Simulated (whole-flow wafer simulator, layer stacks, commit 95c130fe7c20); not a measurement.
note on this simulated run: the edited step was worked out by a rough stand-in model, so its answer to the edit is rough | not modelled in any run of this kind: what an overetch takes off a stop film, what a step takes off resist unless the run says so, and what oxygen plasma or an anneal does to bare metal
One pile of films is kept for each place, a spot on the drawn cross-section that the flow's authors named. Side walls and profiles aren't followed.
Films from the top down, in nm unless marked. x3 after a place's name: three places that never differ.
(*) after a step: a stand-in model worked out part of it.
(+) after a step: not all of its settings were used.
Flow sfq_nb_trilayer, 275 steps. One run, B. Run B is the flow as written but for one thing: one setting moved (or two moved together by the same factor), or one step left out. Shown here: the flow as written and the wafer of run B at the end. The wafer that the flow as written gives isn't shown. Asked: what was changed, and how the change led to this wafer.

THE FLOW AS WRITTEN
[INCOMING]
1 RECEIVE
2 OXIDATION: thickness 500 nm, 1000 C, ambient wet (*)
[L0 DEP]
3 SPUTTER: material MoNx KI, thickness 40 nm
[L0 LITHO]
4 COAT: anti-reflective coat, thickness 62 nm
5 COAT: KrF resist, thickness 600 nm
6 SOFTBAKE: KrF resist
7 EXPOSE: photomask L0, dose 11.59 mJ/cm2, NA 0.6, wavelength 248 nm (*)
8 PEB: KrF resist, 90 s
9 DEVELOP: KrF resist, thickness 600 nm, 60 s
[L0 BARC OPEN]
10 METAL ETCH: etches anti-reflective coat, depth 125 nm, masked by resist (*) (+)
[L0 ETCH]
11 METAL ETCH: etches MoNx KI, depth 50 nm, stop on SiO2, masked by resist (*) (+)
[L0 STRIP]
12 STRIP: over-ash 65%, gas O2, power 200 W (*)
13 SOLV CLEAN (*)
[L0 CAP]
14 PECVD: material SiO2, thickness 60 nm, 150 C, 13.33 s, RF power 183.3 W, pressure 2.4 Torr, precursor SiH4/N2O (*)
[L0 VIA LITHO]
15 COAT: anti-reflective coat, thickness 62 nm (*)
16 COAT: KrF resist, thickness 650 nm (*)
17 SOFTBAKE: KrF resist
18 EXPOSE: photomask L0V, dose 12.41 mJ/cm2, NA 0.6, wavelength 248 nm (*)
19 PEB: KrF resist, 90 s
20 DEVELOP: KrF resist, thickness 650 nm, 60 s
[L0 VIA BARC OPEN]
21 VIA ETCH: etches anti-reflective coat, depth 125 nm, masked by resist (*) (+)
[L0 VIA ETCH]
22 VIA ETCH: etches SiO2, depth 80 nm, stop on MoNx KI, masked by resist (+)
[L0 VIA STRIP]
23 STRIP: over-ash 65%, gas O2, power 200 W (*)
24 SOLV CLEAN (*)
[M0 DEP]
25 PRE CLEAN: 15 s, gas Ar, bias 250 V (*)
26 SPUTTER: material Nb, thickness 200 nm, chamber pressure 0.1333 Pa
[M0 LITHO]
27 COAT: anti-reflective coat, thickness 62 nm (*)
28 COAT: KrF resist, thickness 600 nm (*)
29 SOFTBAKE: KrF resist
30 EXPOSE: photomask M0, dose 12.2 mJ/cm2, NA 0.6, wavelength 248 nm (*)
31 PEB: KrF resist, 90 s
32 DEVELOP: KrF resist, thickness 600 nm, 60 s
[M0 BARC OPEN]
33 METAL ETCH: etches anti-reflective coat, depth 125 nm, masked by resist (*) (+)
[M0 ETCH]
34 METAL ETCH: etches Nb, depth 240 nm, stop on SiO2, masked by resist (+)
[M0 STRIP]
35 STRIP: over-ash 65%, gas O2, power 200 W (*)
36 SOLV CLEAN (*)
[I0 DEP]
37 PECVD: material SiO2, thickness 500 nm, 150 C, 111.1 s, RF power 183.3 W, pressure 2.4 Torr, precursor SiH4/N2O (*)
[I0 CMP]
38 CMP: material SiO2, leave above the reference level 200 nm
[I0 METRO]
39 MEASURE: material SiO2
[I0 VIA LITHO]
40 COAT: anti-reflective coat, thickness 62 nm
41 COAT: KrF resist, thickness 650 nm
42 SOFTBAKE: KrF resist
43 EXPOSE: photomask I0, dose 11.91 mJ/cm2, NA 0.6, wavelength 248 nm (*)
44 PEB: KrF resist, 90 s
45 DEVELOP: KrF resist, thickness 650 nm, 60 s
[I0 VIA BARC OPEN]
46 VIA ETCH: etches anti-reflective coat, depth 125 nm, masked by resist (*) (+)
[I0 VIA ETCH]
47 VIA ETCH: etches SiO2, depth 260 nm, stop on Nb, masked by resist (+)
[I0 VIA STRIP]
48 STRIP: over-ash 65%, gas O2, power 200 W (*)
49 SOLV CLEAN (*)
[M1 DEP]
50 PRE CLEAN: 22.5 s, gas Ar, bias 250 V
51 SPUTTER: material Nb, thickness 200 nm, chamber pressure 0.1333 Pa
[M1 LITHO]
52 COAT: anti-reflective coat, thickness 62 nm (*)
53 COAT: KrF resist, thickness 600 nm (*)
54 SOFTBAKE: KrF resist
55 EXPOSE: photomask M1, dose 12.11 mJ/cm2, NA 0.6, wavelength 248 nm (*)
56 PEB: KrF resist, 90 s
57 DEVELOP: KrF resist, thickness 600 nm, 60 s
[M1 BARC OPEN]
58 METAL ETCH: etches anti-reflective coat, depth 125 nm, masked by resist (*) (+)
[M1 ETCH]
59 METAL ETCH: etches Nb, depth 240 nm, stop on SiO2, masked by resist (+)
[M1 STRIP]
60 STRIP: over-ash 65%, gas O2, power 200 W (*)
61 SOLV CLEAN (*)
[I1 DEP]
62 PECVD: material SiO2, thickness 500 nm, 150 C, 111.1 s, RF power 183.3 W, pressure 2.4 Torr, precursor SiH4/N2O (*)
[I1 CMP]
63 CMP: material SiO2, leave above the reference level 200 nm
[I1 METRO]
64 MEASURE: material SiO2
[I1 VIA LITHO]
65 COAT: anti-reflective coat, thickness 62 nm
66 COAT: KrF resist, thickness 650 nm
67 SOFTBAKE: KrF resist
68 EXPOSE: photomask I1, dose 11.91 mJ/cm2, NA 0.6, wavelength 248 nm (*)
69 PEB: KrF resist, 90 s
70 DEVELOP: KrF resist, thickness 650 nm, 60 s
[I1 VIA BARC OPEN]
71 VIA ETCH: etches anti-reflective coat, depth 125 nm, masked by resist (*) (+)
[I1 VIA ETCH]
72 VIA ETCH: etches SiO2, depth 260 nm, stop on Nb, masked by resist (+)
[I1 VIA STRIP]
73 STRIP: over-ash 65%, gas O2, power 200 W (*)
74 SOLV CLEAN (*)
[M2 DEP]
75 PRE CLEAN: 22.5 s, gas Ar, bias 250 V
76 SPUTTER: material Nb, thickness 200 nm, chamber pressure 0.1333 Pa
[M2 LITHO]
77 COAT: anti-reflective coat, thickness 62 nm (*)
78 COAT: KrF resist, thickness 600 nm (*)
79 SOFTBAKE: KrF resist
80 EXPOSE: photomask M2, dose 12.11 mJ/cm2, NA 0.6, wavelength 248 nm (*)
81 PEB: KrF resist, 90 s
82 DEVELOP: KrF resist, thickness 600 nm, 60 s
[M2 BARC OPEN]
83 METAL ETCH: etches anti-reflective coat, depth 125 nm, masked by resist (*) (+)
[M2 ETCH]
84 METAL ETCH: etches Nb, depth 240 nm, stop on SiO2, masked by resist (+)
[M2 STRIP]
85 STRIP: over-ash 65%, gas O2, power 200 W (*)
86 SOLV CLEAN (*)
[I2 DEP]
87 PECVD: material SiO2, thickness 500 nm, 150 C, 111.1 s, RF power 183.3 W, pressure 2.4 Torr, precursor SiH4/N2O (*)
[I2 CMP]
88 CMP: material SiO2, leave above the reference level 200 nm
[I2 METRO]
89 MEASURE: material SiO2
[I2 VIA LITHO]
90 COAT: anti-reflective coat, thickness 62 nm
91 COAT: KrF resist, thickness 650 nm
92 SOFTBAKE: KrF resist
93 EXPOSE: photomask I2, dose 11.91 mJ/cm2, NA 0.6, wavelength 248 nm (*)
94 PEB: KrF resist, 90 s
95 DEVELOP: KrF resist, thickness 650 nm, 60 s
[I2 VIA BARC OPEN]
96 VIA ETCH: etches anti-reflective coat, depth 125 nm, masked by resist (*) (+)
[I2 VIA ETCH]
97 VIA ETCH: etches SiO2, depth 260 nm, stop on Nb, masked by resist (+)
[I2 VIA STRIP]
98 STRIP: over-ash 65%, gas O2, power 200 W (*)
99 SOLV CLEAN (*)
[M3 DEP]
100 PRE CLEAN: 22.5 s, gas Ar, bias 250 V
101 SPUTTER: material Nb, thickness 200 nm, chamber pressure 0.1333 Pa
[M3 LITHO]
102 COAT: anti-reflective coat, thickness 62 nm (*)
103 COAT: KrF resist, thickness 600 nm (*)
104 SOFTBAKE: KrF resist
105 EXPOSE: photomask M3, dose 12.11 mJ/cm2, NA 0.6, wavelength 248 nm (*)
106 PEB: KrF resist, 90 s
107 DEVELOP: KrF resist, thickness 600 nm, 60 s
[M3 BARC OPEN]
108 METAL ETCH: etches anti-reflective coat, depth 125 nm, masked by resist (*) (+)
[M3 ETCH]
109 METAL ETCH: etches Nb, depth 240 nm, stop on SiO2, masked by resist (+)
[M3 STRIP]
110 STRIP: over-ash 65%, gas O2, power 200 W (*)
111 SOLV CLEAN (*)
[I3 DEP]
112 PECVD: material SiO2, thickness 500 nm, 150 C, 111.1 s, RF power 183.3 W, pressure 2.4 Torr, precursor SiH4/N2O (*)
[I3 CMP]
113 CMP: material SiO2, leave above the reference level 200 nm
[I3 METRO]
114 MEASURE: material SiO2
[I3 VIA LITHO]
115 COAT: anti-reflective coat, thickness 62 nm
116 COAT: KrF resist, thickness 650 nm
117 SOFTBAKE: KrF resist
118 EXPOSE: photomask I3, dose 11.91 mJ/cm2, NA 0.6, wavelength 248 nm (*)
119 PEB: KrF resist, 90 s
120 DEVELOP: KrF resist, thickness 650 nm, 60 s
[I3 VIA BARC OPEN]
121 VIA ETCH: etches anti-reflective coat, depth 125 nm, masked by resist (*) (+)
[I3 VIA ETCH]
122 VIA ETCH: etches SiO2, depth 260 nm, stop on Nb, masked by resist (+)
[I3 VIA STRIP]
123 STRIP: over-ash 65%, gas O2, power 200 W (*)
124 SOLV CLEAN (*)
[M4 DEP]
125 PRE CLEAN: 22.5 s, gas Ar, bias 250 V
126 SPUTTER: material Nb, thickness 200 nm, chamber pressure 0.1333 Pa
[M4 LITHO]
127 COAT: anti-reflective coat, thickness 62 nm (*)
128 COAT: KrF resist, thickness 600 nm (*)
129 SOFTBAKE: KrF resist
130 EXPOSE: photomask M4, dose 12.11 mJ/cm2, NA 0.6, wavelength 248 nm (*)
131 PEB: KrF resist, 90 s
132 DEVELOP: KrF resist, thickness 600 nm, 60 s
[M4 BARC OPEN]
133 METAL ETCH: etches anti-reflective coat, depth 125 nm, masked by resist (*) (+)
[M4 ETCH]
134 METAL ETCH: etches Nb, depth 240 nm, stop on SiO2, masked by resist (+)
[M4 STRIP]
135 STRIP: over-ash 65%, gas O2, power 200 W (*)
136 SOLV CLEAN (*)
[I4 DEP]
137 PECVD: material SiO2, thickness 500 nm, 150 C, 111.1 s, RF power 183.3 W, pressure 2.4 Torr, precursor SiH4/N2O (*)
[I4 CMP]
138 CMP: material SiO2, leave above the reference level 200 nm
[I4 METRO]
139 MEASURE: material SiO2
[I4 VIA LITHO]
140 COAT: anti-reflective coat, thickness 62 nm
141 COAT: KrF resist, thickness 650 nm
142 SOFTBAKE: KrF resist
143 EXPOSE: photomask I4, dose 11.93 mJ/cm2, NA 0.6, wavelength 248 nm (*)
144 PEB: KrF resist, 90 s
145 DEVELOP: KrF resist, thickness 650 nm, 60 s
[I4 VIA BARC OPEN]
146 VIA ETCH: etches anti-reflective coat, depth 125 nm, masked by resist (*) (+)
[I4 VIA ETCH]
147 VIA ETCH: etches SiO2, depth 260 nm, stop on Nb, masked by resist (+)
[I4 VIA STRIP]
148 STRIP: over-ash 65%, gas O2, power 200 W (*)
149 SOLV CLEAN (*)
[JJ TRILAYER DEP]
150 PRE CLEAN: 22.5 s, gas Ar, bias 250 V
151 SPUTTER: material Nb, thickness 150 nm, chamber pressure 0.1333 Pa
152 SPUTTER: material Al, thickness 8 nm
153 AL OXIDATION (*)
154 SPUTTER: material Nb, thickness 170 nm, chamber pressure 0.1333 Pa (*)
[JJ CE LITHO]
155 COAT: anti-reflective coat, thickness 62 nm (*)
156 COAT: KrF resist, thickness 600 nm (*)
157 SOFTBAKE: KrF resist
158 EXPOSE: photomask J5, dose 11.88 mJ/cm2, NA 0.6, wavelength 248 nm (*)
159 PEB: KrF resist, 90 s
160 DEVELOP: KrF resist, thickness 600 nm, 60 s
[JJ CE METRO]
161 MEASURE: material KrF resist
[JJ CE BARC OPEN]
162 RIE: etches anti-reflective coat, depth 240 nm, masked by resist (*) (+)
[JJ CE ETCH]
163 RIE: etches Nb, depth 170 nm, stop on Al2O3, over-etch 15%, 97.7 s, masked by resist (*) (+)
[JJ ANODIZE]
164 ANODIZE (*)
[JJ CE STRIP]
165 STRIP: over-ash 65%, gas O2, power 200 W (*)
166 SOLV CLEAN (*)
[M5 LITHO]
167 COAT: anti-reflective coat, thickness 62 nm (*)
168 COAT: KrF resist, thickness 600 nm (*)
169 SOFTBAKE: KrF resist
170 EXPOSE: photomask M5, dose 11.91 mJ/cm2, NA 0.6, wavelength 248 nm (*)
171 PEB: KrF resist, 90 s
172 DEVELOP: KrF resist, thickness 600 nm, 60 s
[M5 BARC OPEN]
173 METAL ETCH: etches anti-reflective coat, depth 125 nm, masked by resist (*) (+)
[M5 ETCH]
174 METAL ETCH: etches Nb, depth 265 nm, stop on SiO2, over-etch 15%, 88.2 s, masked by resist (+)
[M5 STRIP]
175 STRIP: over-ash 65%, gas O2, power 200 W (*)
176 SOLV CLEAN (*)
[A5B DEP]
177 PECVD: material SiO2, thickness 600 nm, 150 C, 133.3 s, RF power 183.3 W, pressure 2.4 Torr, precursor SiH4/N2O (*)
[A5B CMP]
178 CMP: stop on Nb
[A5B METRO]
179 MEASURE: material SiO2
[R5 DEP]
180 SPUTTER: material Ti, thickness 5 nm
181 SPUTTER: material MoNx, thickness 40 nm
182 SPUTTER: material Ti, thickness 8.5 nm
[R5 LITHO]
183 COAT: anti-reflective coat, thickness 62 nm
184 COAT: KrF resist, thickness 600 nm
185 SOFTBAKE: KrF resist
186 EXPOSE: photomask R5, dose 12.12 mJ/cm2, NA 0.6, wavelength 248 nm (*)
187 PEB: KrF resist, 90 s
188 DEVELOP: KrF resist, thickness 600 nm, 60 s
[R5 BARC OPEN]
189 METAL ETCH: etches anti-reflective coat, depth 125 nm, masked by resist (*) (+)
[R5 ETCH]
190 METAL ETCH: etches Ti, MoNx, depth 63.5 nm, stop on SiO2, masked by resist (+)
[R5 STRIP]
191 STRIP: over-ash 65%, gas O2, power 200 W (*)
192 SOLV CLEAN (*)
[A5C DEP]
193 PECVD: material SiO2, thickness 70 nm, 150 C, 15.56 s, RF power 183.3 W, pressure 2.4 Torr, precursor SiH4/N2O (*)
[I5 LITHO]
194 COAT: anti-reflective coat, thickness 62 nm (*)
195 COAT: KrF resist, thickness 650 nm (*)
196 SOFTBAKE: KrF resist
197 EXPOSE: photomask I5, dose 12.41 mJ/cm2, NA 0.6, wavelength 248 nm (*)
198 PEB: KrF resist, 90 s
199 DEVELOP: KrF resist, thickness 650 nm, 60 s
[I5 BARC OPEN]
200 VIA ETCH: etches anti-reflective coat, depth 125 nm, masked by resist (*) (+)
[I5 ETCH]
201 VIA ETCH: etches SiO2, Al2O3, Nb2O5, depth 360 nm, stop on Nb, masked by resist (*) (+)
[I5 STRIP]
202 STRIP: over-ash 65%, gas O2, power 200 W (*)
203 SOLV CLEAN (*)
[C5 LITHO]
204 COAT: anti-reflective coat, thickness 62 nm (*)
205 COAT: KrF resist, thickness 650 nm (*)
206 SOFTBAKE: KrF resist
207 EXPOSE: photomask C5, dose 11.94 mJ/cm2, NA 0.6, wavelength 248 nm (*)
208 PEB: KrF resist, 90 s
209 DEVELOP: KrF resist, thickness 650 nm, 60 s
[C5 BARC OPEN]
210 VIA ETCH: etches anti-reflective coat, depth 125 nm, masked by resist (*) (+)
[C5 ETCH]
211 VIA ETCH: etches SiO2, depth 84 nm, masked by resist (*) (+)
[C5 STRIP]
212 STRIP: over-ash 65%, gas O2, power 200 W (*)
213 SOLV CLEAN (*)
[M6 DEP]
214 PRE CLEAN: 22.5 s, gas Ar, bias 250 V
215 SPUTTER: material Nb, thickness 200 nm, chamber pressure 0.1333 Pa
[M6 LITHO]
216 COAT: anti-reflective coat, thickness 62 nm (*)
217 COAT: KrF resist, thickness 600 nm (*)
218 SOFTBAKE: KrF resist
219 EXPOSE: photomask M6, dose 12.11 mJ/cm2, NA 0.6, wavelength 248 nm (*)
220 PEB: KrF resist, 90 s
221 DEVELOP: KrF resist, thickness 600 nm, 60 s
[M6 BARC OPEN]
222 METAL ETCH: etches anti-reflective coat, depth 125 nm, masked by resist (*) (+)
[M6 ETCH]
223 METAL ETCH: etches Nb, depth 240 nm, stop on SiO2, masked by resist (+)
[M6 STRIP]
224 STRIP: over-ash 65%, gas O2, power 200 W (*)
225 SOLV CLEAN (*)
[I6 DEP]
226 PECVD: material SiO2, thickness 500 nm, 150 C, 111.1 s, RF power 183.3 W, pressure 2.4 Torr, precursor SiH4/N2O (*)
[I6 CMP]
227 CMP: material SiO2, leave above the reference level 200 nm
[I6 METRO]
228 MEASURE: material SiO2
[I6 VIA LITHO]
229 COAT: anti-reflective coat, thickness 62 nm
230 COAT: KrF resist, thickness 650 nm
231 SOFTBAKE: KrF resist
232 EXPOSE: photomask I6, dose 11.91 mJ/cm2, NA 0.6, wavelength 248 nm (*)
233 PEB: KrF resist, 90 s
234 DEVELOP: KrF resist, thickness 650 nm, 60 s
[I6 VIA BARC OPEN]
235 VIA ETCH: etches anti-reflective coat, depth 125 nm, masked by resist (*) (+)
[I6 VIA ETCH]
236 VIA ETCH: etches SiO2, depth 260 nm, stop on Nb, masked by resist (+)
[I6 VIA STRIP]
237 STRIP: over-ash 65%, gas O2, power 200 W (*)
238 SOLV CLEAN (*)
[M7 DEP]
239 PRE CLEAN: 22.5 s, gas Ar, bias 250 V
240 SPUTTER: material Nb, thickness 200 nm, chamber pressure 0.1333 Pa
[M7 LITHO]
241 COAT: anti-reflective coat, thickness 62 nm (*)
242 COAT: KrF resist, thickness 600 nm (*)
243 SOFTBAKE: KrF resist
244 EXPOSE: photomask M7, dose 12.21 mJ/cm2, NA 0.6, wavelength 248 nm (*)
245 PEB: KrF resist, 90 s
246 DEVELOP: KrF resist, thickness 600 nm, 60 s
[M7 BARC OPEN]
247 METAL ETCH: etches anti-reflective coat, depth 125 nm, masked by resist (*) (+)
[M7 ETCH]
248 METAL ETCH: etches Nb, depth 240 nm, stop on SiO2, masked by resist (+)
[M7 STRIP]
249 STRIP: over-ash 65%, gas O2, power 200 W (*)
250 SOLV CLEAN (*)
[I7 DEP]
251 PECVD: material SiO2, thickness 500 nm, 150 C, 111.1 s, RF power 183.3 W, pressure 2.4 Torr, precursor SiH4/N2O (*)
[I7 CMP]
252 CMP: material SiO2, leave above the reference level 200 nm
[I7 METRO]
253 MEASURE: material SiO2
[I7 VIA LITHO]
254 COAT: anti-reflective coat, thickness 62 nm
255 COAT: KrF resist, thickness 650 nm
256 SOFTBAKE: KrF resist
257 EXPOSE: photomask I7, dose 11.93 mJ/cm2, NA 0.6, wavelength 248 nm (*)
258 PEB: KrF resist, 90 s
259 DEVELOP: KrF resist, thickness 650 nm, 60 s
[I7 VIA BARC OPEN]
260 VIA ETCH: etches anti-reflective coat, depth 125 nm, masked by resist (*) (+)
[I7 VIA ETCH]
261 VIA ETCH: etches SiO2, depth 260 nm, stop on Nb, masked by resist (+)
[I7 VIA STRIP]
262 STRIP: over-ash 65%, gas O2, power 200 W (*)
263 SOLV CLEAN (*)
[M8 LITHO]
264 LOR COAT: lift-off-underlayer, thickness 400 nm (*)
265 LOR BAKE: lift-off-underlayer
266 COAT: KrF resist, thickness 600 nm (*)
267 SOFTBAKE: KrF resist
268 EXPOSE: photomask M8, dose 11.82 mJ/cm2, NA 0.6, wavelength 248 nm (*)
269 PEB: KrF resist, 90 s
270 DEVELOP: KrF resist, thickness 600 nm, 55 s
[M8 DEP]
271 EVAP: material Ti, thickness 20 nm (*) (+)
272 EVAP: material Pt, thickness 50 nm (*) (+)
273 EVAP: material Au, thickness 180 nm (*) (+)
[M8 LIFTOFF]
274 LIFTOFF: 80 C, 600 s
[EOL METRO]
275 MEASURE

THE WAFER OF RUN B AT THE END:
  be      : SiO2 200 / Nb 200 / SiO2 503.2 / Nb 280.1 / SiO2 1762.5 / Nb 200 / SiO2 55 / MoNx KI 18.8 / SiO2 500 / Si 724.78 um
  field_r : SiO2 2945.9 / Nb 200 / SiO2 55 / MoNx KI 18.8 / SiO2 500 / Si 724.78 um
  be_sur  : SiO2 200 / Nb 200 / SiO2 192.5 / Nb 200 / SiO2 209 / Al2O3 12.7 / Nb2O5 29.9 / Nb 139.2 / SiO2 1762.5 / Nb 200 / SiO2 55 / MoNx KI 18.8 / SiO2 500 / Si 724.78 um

The cause: step 11, METAL ETCH: depth 21.2 nm was run, where the flow has depth 50 nm.

How the change led to this, step by step:
  11 METAL ETCH: etches MoNx KI, depth 50 nm, stop on SiO2, masked by resist (*) (+)
      v_sur, via_wl, via_w and 97 more: MoNx KI -21.2 (as written it would be: MoNx KI -40 (all of it))
      field_l, l0_sur, l0v, l0r_line_l, l0r_line_c, l0r_line_r: KrF resist -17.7 (as written it would be: KrF resist -41.7)
  12 STRIP: over-ash 65%, gas O2, power 200 W (*)
      field_l, l0_sur, l0v, l0r_line_l, l0r_line_c, l0r_line_r: KrF resist -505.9 (all of it), anti-reflective coat -62 (all of it) (as written it would be: KrF resist -481.9 (all of it), anti-reflective coat -62 (all of it))
  14 PECVD: material SiO2, thickness 60 nm, 150 C, 13.33 s, RF power 183.3 W, pressure 2.4 Torr, precursor SiH4/N2O (*)
      v_sur, via_wl, via_w and 97 more: SiO2 +60 (new film) (as written it would be: SiO2 +60)
  15 COAT: anti-reflective coat, thickness 62 nm (*)
      l0r_line_l, l0r_line_c, l0r_line_r: anti-reflective coat +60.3 (new film) (as written it would be: anti-reflective coat +59 (new film))
      field_l: anti-reflective coat +59 (new film) (as written it would be: anti-reflective coat +56.7 (new film))
      (and at 4 more places)
  23 STRIP: over-ash 65%, gas O2, power 200 W (*)
      l0r_line_l, l0r_line_c, l0r_line_r: KrF resist -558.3 (all of it), anti-reflective coat -60.3 (all of it) (as written it would be: KrF resist -557 (all of it), anti-reflective coat -59 (all of it))
      field_l: KrF resist -555.4 (all of it), anti-reflective coat -59 (all of it) (as written it would be: KrF resist -551.4 (all of it), anti-reflective coat -56.7 (all of it))
      (and at 4 more places)
  27 COAT: anti-reflective coat, thickness 62 nm (*)
      l0r_line_l, l0r_line_c: anti-reflective coat +60.3 (new film) (as written it would be: anti-reflective coat +59 (new film))
      field_l: anti-reflective coat +59.1 (new film) (as written it would be: anti-reflective coat +56.9 (new film))
      (and at 5 more places)
  35 STRIP: over-ash 65%, gas O2, power 200 W (*)
      field_l: KrF resist -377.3 (all of it), anti-reflective coat -59.1 (all of it) (as written it would be: KrF resist -372.9 (all of it), anti-reflective coat -56.9 (all of it))
      v_sur: KrF resist -387.1 (all of it), anti-reflective coat -67.4 (all of it) (as written it would be: KrF resist -391.6 (all of it), anti-reflective coat -72.3 (all of it))
      (and at 6 more places)
  38 CMP: material SiO2, leave above the reference level 200 nm
      field_l, l0_sur, l0r_line_l, l0r_line_c, l0r_line_r: SiO2 -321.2 (as written it would be: SiO2 -340)
      l0v: SiO2 -259 (as written it would be: SiO2 -277.8)
Counting metal films that touch as one body, be has 4 bodies (between them, from the top down: SiO2 503.2; SiO2 1762.5; SiO2 55); the flow as written gives 3 bodies (between them, from the top down: SiO2 503.2; SiO2 1762.5).
Counting metal films that touch as one body, field_r has 2 bodies (between them, from the top down: SiO2 55); the flow as written gives 1 body.
Counting metal films that touch as one body, be_sur has 5 bodies (between them, from the top down: SiO2 192.5; SiO2 209 / Al2O3 12.7 / Nb2O5 29.9; SiO2 1762.5; SiO2 55); the flow as written gives 4 bodies (between them, from the top down: SiO2 192.5; SiO2 209 / Al2O3 12.7 / Nb2O5 29.9; SiO2 1762.5).
